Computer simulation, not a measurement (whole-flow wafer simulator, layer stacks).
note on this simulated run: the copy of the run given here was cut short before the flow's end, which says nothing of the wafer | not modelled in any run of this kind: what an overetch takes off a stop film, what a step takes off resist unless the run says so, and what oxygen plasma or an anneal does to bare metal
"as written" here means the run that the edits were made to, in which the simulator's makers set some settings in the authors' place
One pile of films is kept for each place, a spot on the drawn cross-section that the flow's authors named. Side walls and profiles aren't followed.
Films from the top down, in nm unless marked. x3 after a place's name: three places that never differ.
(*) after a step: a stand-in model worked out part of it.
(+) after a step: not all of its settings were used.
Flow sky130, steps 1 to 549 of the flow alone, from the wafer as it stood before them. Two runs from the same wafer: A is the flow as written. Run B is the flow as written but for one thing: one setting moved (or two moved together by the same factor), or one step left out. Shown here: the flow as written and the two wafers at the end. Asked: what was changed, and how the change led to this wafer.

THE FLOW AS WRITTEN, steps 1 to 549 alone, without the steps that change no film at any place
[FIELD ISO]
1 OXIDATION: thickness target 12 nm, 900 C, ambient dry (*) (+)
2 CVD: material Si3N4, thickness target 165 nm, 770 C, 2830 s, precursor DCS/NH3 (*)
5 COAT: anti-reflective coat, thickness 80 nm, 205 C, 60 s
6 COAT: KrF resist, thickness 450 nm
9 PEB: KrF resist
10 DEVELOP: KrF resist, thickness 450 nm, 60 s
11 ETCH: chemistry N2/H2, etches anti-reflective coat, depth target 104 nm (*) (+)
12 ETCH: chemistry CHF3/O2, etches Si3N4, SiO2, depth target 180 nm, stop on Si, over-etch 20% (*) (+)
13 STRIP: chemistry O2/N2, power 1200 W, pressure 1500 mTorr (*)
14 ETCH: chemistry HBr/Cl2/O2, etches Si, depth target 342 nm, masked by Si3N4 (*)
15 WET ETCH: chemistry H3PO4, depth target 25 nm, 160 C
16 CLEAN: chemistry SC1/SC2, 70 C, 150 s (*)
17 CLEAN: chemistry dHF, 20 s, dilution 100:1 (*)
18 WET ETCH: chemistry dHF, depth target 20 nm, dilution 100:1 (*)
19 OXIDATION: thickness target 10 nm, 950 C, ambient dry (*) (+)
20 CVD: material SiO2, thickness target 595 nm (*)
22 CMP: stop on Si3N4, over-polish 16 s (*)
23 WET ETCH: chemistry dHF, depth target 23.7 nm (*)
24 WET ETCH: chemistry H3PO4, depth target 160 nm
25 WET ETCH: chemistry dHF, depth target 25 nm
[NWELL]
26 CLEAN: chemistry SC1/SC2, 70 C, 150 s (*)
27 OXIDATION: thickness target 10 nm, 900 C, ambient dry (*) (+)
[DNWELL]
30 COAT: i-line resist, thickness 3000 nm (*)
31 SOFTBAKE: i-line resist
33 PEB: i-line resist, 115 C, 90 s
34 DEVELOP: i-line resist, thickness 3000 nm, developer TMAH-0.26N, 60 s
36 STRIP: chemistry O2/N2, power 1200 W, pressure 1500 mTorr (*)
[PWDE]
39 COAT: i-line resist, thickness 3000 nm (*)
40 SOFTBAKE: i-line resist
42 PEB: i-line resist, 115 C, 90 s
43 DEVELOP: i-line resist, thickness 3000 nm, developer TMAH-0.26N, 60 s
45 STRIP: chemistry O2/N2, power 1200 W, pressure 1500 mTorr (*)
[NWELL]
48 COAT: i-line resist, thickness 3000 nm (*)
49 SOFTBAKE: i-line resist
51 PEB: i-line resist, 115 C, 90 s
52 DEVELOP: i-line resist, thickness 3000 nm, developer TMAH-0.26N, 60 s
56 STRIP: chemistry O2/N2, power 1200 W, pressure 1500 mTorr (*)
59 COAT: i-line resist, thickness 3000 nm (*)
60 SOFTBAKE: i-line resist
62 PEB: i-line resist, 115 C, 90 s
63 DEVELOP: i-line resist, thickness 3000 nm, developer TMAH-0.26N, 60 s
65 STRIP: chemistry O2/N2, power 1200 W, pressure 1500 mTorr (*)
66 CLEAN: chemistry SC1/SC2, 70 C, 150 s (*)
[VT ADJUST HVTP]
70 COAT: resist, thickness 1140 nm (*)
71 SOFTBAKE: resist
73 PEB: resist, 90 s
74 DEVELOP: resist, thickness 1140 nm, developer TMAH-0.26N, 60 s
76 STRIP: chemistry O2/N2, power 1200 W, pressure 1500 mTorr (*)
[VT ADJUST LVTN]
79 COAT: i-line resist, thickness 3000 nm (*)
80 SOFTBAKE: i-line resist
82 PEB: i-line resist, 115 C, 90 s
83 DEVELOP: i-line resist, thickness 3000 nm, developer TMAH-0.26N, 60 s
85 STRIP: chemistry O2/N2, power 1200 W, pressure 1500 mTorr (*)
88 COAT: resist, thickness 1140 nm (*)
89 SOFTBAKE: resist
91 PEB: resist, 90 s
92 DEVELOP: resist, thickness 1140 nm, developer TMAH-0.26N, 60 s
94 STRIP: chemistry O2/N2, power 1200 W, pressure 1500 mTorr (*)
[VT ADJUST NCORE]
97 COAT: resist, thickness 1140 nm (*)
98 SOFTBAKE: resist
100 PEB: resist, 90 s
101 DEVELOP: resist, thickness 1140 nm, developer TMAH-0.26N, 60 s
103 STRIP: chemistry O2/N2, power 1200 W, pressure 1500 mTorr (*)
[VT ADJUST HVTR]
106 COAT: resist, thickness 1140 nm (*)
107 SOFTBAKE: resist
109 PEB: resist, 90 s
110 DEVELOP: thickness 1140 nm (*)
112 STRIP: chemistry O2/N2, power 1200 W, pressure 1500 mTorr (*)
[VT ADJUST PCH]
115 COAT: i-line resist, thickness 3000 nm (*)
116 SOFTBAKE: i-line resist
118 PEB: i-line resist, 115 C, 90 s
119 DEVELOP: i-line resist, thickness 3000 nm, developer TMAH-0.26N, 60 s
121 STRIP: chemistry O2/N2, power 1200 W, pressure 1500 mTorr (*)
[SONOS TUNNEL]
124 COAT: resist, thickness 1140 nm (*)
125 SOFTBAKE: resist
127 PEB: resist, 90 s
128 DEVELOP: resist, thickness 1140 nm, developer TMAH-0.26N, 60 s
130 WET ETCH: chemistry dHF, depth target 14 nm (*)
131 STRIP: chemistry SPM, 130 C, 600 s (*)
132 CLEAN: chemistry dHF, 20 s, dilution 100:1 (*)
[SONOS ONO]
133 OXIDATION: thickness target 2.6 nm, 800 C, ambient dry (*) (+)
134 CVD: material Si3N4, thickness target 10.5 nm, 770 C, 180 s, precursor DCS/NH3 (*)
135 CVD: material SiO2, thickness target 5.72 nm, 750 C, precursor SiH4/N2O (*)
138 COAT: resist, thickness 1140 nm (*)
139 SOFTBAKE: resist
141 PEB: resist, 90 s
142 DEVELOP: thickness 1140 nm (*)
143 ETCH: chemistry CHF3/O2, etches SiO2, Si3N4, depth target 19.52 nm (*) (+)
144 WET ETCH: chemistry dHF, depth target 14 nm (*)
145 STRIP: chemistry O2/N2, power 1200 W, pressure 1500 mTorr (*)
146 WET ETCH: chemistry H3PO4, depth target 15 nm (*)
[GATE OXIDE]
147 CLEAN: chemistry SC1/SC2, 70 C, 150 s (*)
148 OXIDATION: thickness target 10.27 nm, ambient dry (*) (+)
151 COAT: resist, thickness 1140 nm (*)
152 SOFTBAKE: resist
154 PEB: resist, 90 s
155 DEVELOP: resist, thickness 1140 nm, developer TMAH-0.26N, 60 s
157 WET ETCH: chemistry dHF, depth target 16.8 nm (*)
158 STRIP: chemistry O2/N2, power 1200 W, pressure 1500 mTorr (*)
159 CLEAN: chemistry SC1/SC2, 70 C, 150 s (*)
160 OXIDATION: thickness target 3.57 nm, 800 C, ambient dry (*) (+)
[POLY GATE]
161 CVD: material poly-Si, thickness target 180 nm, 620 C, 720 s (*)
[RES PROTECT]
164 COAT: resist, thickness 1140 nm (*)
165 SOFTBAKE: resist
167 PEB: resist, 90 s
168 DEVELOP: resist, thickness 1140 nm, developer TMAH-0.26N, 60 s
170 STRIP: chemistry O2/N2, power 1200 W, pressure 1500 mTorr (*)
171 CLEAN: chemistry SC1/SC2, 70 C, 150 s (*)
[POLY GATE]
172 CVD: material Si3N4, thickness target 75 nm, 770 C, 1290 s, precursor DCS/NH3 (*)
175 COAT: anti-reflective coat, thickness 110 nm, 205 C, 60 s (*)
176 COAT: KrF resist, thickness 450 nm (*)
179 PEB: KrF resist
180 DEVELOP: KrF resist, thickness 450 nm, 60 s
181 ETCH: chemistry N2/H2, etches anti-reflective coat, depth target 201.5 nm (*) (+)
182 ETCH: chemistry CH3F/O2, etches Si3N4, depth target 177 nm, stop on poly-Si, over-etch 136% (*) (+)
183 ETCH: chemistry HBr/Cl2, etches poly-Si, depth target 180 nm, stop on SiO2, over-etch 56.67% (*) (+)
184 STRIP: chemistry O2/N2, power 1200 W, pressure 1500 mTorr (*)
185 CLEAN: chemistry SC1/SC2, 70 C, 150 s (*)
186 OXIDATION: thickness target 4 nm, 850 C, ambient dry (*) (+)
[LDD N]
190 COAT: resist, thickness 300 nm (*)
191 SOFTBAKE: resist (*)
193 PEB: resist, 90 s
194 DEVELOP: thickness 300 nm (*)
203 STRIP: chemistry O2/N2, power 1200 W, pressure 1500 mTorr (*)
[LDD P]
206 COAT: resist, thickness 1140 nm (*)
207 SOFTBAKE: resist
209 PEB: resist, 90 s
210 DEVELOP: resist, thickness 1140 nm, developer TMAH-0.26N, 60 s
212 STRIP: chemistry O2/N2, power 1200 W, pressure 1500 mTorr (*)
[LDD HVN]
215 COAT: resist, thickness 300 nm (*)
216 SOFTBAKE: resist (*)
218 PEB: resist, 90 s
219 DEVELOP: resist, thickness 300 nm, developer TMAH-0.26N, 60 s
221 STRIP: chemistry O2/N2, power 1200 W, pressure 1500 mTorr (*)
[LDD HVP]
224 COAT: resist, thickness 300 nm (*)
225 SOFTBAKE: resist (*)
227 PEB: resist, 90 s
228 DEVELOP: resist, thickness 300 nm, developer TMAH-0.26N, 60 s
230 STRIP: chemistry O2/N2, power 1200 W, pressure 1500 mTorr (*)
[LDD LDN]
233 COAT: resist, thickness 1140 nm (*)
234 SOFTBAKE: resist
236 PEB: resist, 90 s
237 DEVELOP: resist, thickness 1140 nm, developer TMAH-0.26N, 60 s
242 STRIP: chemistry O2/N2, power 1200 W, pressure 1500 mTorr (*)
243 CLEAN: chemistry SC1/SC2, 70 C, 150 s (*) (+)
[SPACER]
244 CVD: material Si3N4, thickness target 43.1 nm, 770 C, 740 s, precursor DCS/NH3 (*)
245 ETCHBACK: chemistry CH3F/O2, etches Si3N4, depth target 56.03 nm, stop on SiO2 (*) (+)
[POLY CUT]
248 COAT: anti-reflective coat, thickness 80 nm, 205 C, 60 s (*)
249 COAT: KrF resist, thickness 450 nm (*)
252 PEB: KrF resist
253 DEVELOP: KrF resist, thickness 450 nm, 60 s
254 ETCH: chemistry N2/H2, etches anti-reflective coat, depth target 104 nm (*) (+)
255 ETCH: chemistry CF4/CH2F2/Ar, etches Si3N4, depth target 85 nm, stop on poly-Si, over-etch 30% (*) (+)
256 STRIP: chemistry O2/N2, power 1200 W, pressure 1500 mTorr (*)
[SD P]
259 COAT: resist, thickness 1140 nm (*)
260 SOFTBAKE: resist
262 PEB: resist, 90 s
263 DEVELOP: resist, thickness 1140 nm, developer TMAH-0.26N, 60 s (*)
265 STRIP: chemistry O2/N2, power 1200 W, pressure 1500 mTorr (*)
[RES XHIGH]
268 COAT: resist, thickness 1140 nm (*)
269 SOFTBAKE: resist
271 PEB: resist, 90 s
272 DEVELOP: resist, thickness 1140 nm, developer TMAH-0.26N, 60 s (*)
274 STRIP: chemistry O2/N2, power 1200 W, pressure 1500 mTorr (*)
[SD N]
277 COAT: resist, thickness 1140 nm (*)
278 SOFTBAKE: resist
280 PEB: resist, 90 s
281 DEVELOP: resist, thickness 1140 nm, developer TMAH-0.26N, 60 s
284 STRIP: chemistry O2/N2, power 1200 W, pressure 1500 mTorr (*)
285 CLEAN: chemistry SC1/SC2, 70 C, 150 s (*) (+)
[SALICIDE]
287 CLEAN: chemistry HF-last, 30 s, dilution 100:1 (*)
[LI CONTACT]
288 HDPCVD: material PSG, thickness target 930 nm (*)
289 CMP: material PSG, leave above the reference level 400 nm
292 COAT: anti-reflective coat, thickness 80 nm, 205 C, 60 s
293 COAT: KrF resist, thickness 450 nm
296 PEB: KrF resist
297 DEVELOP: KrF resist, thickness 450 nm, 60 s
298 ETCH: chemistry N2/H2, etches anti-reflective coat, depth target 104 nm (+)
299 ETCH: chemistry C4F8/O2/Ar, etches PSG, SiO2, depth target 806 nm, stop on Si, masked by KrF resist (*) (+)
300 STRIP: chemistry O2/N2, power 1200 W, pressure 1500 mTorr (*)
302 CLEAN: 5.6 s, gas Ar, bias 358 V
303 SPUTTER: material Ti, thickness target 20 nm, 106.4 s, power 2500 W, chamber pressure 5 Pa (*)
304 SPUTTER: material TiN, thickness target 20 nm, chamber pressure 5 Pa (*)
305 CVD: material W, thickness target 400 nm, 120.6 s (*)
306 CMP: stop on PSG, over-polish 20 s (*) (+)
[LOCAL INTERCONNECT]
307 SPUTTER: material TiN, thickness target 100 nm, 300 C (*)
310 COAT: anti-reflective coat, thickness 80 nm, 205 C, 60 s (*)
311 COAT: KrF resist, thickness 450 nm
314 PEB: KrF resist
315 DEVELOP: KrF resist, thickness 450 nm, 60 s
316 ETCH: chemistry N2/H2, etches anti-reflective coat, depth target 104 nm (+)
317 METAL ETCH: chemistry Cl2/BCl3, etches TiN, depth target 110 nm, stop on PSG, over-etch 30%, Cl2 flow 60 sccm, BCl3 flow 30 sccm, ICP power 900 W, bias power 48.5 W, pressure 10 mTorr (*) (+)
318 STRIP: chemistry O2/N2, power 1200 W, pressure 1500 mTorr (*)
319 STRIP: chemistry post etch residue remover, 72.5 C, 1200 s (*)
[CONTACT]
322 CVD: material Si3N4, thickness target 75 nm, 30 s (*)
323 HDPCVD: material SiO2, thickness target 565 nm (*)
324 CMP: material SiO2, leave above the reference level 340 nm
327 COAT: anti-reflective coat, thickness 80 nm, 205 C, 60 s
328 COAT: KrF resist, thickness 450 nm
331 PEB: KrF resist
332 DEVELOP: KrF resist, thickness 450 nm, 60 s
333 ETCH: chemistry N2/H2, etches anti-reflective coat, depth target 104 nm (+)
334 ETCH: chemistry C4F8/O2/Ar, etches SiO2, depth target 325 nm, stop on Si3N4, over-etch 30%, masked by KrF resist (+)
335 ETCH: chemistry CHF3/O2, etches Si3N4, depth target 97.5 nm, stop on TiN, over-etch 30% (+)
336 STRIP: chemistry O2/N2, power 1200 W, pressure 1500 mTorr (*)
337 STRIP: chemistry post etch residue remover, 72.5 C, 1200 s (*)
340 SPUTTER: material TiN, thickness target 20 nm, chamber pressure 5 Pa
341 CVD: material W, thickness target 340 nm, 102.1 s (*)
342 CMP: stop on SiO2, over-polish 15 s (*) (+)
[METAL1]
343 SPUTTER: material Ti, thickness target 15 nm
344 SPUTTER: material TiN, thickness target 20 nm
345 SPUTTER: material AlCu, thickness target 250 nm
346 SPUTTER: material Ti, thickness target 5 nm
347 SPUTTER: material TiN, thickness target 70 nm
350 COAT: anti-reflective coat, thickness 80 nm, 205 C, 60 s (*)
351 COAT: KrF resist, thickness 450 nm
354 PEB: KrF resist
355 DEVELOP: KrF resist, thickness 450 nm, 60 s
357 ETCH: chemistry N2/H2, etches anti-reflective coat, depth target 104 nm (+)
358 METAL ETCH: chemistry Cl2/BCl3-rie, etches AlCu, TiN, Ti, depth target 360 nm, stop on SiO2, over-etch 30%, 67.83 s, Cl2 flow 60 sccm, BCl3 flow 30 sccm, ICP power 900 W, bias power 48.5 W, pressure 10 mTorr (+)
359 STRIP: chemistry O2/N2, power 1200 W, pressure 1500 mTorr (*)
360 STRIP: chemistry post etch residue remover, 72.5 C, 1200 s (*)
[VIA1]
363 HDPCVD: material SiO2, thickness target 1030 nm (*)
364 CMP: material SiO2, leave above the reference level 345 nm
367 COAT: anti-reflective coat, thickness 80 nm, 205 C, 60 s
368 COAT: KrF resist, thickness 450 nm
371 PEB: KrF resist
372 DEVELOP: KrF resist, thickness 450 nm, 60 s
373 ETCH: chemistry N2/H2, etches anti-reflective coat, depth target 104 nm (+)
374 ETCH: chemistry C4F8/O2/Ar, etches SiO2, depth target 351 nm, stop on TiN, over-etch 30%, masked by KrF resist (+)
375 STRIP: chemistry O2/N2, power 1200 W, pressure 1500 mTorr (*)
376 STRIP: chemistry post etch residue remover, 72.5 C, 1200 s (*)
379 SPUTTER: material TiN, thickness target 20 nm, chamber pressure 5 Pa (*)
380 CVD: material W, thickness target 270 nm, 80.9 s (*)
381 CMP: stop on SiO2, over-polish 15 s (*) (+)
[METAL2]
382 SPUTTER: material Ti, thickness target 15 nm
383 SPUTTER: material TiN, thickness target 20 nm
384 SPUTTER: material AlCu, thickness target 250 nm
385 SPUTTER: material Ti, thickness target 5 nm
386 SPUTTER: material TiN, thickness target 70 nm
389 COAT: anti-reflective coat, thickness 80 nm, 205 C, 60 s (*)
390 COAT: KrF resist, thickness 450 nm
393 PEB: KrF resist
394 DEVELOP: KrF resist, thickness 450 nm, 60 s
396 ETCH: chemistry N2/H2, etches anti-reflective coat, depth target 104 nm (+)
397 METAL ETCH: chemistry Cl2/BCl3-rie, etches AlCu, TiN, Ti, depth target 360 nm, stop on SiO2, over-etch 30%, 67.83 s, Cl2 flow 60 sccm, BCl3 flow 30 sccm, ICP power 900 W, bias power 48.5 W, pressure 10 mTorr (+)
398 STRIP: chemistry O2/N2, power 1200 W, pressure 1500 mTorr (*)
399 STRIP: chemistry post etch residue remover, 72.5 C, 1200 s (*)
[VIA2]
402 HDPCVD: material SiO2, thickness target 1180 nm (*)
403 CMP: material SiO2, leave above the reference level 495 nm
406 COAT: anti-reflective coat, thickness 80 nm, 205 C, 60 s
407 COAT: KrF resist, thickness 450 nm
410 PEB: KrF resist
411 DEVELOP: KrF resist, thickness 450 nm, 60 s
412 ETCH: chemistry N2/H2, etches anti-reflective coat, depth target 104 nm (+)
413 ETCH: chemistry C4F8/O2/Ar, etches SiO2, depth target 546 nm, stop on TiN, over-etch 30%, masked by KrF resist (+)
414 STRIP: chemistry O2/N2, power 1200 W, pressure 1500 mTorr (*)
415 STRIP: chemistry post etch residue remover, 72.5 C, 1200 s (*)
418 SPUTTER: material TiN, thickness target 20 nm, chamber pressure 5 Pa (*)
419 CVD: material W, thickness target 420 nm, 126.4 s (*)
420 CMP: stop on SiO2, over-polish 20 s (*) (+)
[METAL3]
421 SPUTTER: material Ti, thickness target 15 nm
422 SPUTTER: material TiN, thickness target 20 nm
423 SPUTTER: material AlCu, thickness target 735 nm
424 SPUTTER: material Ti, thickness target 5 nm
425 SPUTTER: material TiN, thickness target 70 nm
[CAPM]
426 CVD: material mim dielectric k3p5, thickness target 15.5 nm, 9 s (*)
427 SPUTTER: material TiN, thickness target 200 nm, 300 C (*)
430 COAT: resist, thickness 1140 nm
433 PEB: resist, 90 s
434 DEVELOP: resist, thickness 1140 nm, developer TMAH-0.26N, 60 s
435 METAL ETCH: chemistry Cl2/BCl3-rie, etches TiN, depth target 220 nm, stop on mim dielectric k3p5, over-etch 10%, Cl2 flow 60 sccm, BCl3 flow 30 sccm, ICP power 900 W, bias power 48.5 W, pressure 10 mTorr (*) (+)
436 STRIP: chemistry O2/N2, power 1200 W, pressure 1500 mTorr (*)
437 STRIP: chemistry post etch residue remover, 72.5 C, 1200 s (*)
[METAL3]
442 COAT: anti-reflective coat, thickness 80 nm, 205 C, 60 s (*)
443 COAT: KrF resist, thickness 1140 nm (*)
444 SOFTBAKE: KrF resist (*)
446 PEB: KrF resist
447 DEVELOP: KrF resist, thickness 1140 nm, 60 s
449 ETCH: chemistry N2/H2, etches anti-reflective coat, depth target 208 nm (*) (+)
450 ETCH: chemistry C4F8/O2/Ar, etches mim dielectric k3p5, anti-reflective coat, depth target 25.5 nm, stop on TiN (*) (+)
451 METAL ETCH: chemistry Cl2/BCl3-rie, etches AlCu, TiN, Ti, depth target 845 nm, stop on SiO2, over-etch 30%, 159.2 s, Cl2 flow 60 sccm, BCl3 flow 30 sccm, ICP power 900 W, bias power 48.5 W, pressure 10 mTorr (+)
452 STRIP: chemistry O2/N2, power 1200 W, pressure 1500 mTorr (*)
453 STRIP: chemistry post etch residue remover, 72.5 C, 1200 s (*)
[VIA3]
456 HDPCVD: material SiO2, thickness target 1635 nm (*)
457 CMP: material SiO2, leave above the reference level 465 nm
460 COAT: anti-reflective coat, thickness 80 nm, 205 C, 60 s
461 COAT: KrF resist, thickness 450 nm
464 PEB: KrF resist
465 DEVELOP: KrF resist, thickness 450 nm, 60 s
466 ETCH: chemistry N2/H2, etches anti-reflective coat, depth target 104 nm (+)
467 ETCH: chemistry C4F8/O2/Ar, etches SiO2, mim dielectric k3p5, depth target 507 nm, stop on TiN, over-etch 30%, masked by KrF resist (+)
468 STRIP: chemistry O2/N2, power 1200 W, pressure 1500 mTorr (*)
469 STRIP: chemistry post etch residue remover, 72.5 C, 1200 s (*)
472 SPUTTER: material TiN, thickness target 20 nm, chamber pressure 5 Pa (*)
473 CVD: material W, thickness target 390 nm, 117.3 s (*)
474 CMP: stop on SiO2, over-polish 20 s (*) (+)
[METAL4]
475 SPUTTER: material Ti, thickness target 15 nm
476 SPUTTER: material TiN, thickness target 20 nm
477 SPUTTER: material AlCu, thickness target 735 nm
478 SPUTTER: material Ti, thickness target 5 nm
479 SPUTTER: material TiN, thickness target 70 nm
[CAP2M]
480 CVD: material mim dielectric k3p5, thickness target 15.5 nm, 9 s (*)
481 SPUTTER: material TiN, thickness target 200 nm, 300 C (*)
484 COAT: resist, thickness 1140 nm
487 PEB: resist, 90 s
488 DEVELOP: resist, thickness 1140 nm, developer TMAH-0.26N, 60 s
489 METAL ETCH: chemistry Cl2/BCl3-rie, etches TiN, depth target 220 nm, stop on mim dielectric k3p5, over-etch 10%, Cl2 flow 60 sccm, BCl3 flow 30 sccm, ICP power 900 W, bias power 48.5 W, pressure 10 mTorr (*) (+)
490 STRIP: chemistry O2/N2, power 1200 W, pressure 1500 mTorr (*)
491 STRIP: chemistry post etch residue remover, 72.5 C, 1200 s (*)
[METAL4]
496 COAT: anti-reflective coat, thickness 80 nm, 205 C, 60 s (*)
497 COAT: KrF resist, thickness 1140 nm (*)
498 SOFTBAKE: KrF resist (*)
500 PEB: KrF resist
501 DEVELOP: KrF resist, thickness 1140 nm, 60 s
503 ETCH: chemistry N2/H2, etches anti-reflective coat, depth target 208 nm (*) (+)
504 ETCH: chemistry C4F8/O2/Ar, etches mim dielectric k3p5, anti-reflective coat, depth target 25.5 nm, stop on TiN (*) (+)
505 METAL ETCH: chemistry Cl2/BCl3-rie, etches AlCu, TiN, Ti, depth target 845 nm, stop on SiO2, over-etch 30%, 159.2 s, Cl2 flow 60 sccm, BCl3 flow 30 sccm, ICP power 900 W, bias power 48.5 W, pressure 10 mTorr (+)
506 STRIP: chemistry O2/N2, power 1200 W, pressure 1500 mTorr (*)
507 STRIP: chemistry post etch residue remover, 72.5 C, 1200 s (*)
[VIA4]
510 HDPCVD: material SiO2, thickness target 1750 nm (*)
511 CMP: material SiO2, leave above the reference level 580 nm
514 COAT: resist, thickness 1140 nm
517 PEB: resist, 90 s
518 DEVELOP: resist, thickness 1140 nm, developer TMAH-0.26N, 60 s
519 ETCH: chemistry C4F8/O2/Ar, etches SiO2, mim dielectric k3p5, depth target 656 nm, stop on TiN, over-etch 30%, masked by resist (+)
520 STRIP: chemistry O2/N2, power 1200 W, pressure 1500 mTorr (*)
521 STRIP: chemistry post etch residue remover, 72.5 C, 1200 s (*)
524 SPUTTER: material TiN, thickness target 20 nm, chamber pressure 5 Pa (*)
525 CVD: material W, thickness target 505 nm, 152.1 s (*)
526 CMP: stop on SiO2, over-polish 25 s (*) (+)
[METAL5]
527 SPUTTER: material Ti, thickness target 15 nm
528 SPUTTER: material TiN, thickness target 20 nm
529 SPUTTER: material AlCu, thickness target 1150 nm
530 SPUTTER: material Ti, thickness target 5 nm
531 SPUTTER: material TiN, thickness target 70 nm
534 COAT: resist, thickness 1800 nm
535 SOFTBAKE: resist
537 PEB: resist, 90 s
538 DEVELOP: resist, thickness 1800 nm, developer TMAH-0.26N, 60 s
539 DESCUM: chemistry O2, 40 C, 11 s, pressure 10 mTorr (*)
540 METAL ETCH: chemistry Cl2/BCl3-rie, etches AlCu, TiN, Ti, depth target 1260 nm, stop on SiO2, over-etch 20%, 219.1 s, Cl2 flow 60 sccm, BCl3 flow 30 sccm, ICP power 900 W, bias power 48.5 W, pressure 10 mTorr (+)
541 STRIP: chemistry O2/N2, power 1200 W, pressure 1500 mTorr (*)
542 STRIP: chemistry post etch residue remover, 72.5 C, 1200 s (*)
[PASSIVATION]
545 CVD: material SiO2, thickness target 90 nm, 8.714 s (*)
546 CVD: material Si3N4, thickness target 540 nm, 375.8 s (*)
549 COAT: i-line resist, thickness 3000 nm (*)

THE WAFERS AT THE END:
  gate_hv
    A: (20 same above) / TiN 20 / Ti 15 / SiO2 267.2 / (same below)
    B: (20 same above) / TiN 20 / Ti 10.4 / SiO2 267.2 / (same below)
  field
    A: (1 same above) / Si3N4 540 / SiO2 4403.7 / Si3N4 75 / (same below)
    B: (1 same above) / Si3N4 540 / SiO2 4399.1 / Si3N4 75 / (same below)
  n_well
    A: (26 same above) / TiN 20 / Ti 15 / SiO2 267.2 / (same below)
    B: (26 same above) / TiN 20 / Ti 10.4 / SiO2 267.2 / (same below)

The cause: step 382, SPUTTER: thickness target 10.4 nm was run, where the flow has thickness target 15 nm.
It can be read off the wafer: gate_hv has Ti 10.4, and step 382 as written asks for 15 nm.

How the change led to this, step by step:
  382 SPUTTER: material Ti, thickness target 15 nm
      field, active, n_well and 188 more: A Ti +15 (new film) | B Ti +10.4 (new film)
  397 METAL ETCH: chemistry Cl2/BCl3-rie, etches AlCu, TiN, Ti, depth target 360 nm, stop on SiO2, over-etch 30%, 67.83 s, Cl2 flow 60 sccm, BCl3 flow 30 sccm, ICP power 900 W, bias power 48.5 W, pressure 10 mTorr (+)
      field, active, gate and 82 more: A TiN -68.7 (all of it), Ti -5 (all of it), AlCu -250 (all of it), TiN -20 (all of it), Ti -15 (all of it), SiO2 -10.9 | B TiN -68.7 (all of it), Ti -5 (all of it), AlCu -250 (all of it), TiN -20 (all of it), Ti -10.4 (all of it), SiO2 -11.4
